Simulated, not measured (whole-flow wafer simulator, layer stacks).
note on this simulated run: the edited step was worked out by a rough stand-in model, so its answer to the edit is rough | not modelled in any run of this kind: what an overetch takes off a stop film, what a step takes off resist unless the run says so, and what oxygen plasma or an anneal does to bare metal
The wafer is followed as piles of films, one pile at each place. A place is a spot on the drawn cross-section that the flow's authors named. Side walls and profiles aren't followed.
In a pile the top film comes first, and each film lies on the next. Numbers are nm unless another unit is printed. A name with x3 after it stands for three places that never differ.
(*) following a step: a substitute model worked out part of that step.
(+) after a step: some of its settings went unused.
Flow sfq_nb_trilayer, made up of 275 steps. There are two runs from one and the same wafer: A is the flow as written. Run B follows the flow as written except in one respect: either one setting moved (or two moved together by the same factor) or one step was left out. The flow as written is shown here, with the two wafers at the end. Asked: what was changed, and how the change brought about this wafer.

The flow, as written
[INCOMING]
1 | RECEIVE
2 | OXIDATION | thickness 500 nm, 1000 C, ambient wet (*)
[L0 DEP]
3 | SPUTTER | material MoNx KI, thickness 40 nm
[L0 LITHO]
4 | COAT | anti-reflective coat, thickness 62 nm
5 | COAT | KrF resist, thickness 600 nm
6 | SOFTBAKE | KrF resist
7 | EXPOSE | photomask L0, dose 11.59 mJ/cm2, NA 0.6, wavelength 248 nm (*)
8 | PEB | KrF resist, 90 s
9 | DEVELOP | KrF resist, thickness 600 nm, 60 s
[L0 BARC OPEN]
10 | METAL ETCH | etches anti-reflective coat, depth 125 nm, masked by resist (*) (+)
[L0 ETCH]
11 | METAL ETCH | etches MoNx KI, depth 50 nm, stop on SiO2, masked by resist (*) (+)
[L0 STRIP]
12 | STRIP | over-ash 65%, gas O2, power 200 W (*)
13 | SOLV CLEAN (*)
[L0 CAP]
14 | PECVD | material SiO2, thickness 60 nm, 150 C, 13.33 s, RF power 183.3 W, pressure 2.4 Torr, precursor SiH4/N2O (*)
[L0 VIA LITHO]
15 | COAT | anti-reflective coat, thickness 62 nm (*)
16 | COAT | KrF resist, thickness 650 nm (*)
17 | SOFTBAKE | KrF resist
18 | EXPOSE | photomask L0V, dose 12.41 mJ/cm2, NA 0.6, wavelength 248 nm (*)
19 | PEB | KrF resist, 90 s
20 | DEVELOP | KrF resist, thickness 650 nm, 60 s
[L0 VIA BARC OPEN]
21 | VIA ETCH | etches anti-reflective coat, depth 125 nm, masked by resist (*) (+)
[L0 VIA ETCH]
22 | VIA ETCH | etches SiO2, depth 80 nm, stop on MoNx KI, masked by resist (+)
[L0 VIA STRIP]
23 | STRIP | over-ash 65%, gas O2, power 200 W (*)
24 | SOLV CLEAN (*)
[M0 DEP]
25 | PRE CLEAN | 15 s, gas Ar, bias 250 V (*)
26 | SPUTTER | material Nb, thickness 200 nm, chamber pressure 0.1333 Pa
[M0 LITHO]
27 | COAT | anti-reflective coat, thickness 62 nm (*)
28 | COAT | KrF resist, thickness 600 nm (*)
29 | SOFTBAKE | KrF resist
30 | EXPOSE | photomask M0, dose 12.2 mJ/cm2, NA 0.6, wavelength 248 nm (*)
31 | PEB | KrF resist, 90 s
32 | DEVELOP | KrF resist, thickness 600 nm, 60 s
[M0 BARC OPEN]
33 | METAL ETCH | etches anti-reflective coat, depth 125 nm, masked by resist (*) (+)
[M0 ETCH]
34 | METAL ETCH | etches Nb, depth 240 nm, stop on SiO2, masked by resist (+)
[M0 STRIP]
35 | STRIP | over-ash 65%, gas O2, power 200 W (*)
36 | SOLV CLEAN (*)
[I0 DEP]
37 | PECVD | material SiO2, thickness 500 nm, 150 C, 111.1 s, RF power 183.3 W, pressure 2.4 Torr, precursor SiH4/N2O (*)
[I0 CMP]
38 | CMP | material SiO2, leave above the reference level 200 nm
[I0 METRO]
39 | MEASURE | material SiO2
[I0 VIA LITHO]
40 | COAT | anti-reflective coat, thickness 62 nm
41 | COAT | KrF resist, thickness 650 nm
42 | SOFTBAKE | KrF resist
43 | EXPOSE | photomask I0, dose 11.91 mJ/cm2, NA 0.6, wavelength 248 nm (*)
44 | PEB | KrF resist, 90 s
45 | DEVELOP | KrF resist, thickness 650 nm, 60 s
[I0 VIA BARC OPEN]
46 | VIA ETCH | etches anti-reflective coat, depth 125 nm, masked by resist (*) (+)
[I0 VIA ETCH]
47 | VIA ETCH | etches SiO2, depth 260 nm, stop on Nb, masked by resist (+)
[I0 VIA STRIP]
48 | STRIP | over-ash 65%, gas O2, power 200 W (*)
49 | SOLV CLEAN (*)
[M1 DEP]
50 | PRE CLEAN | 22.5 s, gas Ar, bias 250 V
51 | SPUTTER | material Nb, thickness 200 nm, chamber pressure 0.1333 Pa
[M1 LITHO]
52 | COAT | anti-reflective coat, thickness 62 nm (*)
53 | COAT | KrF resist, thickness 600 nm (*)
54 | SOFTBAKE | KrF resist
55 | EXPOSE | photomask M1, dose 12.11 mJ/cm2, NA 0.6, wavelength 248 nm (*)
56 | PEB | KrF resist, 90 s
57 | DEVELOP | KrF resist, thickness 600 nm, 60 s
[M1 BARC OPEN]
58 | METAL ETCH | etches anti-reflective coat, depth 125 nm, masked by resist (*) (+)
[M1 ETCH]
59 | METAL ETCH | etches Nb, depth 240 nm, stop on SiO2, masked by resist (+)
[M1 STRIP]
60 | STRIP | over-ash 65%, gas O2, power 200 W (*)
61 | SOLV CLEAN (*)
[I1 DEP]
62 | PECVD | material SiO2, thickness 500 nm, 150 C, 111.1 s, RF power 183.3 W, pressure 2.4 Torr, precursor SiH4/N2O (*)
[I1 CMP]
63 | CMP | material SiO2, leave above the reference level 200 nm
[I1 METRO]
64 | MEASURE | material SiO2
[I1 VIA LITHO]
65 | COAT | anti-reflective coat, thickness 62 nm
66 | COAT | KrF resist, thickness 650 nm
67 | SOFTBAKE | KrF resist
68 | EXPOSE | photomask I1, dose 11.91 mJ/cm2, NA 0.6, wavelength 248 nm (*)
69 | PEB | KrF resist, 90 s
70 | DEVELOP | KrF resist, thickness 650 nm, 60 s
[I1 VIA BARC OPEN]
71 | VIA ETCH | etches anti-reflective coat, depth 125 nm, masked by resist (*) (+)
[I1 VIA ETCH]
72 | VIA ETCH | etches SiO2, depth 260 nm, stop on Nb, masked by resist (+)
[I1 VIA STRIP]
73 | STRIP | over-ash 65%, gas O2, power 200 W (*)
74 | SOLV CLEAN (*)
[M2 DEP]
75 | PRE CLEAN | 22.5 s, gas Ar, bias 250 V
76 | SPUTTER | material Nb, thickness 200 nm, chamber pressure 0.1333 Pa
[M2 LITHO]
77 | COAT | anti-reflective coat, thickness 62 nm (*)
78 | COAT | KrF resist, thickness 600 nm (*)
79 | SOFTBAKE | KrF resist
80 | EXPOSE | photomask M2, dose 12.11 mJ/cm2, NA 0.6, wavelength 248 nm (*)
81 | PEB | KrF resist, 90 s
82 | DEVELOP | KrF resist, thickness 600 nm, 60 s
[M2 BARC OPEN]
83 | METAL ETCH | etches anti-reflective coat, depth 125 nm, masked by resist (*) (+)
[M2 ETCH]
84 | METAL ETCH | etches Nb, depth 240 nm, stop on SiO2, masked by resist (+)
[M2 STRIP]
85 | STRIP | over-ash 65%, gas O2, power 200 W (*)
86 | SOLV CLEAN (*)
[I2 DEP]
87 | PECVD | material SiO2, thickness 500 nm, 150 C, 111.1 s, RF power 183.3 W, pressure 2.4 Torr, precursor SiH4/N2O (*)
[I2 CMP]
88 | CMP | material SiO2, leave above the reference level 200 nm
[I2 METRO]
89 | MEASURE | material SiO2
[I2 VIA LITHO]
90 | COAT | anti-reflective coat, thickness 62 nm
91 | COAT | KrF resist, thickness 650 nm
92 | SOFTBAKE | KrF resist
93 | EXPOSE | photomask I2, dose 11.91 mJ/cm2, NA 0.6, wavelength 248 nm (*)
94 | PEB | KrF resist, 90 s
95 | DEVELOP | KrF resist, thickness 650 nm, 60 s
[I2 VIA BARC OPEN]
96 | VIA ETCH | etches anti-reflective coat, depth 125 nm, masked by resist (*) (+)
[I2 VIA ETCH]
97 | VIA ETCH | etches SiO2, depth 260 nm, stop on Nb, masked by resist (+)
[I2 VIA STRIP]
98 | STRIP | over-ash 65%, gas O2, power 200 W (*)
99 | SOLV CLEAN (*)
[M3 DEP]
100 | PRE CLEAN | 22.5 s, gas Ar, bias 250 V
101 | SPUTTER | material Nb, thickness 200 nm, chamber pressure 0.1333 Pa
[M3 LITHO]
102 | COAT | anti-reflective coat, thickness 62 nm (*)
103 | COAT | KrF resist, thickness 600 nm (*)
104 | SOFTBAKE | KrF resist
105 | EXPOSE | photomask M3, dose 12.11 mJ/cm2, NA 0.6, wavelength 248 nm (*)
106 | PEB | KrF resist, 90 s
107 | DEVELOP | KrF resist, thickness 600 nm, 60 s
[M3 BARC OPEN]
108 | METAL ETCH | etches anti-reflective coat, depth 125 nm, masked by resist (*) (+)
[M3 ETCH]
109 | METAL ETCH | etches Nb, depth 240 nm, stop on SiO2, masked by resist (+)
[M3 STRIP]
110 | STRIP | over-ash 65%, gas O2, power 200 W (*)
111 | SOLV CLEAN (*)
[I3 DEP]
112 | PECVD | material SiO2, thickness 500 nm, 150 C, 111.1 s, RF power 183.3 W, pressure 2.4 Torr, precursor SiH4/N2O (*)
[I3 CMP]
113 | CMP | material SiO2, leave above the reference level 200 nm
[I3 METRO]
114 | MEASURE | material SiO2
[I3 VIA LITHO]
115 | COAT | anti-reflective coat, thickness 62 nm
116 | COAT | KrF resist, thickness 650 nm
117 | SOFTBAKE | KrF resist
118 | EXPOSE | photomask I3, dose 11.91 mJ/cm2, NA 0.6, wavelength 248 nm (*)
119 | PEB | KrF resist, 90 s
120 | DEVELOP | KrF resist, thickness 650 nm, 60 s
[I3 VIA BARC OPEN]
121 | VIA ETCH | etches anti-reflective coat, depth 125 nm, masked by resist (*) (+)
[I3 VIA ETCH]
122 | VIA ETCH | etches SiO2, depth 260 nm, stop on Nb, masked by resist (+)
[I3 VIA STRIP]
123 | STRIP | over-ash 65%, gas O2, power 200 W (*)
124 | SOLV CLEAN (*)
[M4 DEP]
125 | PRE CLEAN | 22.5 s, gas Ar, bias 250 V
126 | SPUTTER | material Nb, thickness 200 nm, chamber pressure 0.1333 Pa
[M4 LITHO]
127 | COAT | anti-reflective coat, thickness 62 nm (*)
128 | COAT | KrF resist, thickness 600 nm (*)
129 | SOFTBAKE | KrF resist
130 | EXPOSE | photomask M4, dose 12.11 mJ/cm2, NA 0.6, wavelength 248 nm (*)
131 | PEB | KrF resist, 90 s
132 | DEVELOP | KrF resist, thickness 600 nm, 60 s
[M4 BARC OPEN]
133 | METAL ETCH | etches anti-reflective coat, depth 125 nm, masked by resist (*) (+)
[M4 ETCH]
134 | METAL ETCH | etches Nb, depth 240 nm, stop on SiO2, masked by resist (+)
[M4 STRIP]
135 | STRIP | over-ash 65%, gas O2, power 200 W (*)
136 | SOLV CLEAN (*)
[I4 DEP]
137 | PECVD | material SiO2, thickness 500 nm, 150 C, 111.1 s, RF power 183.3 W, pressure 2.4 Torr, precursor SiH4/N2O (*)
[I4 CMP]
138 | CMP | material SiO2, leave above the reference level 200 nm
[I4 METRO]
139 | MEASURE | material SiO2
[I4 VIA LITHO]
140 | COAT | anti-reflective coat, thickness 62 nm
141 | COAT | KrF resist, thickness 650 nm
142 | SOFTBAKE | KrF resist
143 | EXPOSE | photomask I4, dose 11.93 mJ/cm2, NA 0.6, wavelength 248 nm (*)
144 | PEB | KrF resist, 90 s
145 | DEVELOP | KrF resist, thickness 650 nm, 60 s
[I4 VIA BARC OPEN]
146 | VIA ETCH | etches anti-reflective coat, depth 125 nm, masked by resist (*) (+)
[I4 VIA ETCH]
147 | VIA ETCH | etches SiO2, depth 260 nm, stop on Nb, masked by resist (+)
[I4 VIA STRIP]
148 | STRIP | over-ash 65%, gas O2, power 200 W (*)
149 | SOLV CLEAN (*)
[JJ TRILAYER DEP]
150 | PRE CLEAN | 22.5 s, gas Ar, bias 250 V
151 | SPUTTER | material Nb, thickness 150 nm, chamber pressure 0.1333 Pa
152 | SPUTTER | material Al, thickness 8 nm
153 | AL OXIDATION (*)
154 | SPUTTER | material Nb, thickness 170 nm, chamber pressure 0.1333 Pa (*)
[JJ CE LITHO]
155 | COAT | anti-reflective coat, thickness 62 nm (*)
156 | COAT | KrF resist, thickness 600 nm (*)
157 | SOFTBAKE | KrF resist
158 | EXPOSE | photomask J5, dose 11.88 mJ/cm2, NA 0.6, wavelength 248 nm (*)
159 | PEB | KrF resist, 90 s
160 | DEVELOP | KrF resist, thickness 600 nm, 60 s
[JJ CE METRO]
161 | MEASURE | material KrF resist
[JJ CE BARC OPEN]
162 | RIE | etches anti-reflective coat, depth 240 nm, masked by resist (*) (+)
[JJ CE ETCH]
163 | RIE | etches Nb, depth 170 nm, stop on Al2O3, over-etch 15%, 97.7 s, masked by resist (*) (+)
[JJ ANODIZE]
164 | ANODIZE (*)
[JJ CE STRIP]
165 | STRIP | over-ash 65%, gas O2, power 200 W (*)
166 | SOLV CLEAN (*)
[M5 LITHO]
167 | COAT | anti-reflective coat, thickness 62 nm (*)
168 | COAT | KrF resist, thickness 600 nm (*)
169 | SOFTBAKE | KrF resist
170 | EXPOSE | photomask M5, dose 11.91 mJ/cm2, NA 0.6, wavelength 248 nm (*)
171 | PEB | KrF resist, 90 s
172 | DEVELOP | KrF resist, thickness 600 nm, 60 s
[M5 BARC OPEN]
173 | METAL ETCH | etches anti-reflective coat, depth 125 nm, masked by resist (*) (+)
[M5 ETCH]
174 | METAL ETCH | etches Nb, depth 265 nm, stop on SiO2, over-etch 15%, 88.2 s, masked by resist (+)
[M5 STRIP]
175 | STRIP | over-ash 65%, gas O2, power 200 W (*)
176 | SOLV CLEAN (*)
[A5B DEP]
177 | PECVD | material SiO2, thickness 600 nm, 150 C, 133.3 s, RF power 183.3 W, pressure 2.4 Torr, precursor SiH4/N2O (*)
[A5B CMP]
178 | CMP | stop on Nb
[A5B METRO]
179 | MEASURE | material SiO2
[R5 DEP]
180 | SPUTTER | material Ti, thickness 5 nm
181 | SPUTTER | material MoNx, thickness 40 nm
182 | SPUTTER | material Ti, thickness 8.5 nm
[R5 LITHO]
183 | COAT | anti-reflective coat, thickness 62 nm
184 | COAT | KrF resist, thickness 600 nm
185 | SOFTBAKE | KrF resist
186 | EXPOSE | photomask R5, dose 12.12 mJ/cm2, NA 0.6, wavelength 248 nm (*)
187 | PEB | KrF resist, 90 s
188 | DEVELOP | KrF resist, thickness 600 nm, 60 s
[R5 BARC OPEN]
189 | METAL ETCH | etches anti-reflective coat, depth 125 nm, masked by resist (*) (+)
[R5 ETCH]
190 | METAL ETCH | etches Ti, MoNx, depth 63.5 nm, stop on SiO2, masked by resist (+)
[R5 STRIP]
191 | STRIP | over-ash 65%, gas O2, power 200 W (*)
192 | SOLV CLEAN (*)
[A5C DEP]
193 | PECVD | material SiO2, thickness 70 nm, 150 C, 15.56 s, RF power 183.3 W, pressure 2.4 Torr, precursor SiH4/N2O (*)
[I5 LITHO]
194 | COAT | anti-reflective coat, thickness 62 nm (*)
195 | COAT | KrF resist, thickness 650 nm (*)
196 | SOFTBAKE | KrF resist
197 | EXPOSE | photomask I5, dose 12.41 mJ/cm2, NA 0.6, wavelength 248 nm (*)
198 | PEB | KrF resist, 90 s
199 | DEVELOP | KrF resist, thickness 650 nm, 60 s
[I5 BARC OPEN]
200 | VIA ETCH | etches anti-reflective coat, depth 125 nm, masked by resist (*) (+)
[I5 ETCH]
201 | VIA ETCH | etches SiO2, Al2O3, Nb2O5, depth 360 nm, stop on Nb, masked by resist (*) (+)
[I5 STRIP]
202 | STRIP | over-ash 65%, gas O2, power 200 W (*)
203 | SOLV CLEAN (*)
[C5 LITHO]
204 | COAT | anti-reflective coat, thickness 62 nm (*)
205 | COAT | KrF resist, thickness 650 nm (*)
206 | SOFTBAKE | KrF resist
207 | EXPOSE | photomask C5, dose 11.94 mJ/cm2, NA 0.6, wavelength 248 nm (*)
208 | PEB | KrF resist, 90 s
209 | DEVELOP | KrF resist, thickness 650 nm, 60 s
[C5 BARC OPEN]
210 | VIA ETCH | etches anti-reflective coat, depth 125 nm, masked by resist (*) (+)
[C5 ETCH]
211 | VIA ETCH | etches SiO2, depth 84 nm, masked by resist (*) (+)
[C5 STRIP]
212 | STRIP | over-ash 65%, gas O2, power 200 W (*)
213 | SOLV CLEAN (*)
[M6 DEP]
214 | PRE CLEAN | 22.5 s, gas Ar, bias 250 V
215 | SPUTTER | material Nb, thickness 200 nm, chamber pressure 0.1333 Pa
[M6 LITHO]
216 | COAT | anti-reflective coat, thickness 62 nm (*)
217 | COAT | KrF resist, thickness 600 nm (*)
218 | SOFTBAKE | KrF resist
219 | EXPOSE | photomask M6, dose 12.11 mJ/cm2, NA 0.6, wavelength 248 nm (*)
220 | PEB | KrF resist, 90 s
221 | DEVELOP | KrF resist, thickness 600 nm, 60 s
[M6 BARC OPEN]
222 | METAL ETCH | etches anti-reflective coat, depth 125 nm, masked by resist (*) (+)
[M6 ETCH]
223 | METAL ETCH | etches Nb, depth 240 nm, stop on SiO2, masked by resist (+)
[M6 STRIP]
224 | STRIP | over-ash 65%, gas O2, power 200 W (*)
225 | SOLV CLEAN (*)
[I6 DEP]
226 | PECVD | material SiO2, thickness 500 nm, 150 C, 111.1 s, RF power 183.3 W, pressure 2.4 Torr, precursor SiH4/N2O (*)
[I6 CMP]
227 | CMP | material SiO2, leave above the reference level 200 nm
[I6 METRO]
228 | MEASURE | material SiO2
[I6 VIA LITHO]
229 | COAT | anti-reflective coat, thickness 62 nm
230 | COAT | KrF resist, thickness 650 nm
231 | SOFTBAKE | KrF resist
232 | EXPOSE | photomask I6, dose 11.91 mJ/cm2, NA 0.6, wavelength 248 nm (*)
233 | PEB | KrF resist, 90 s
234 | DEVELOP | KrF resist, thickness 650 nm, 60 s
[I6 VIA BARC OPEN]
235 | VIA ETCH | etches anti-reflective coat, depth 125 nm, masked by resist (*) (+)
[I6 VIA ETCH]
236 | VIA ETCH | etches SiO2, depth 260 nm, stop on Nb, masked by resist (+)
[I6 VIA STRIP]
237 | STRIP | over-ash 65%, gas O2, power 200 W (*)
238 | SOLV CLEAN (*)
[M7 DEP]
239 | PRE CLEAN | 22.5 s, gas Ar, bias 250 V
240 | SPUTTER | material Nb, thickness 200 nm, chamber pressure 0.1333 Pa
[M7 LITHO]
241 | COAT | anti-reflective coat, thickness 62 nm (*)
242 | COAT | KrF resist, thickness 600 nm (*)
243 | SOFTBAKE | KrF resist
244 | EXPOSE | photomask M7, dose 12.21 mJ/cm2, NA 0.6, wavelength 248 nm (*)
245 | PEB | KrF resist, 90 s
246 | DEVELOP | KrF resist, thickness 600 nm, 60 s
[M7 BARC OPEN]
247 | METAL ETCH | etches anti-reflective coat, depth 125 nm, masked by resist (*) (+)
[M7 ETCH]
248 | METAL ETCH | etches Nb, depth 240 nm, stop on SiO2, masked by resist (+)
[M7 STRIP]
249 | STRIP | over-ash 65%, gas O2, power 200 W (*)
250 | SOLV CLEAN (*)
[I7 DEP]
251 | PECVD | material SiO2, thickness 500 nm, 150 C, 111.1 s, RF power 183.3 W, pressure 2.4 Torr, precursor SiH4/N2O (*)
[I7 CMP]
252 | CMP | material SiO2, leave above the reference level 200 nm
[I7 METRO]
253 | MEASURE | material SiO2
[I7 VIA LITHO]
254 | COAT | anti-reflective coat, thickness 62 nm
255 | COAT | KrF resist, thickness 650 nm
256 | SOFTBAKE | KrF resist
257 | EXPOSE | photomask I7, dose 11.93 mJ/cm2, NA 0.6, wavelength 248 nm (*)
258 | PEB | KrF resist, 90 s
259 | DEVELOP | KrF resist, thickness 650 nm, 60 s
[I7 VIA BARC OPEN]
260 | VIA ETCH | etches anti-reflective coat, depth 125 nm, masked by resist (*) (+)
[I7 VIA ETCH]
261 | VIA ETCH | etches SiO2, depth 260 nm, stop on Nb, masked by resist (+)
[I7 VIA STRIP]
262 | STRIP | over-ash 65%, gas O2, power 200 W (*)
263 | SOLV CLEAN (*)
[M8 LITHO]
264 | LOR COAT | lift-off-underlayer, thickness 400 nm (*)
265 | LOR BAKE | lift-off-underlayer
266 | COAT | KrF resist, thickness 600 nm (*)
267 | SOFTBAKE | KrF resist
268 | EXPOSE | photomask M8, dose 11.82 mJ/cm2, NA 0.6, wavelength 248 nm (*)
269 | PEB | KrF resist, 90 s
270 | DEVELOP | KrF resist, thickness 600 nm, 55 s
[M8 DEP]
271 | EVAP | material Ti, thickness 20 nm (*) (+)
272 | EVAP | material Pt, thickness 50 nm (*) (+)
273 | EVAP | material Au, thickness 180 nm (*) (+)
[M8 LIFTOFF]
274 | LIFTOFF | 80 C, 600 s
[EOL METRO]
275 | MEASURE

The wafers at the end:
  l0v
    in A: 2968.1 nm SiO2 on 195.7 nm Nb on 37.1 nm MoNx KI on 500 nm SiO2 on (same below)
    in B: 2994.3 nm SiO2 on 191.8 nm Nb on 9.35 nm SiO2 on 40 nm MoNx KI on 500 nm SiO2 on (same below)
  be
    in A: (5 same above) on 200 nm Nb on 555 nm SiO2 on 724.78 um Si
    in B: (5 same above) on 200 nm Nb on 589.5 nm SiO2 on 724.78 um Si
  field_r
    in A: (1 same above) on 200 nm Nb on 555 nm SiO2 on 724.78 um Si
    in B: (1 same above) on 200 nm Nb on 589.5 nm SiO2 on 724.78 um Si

What caused this: step 14, PECVD: thickness 94.5 nm was run, whereas the flow has thickness 60 nm; step 14, PECVD: 21 s was run, where the flow has 13.33 s.

How this came from the change, step by step:
  14 | PECVD | material SiO2, thickness 60 nm, 150 C, 13.33 s, RF power 183.3 W, pressure 2.4 Torr, precursor SiH4/N2O (*)
      v_sur, via_wl, via_w and 97 more: A SiO2 gains 60 | B SiO2 gains 94.5
      field_l, l0_sur, l0v, l0r_line_l, l0r_line_c, l0r_line_r: A SiO2 gains 60 (new film) | B SiO2 gains 94.5 (new film)
  22 | VIA ETCH | etches SiO2, depth 80 nm, stop on MoNx KI, masked by resist (+)
      l0v: A SiO2 loses 59.8 (all of it) | B SiO2 loses 80
  25 | PRE CLEAN | 15 s, gas Ar, bias 250 V (*)
      l0v: A MoNx KI loses 2.91 | B SiO2 loses 5
  27 | COAT | anti-reflective coat, thickness 62 nm (*)
      l0_sur: A anti-reflective coat gains 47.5 (new film) | B anti-reflective coat gains 45.9 (new film)
      l0v: A anti-reflective coat gains 78 (new film) | B anti-reflective coat gains 83.5 (new film)
  28 | COAT | KrF resist, thickness 600 nm (*)
      l0v: A KrF resist gains 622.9 (new film) | B KrF resist gains 637.9 (new film)
  35 | STRIP | over-ash 65%, gas O2, power 200 W (*)
      l0_sur: A KrF resist loses 372 (all of it), anti-reflective coat loses 47.5 (all of it) | B KrF resist loses 369.6 (all of it), anti-reflective coat loses 45.9 (all of it)
      l0v: A KrF resist loses 405.3 (all of it), anti-reflective coat loses 78 (all of it) | B KrF resist loses 420.2 (all of it), anti-reflective coat loses 83.5 (all of it)
  38 | CMP | material SiO2, leave above the reference level 200 nm
      l0v: A SiO2 loses 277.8 | B SiO2 loses 251.6
With metal films that touch counted as one body, l0v has 2 bodies (between them, from the top down: SiO2 9.35); the flow as written gives 1 body.
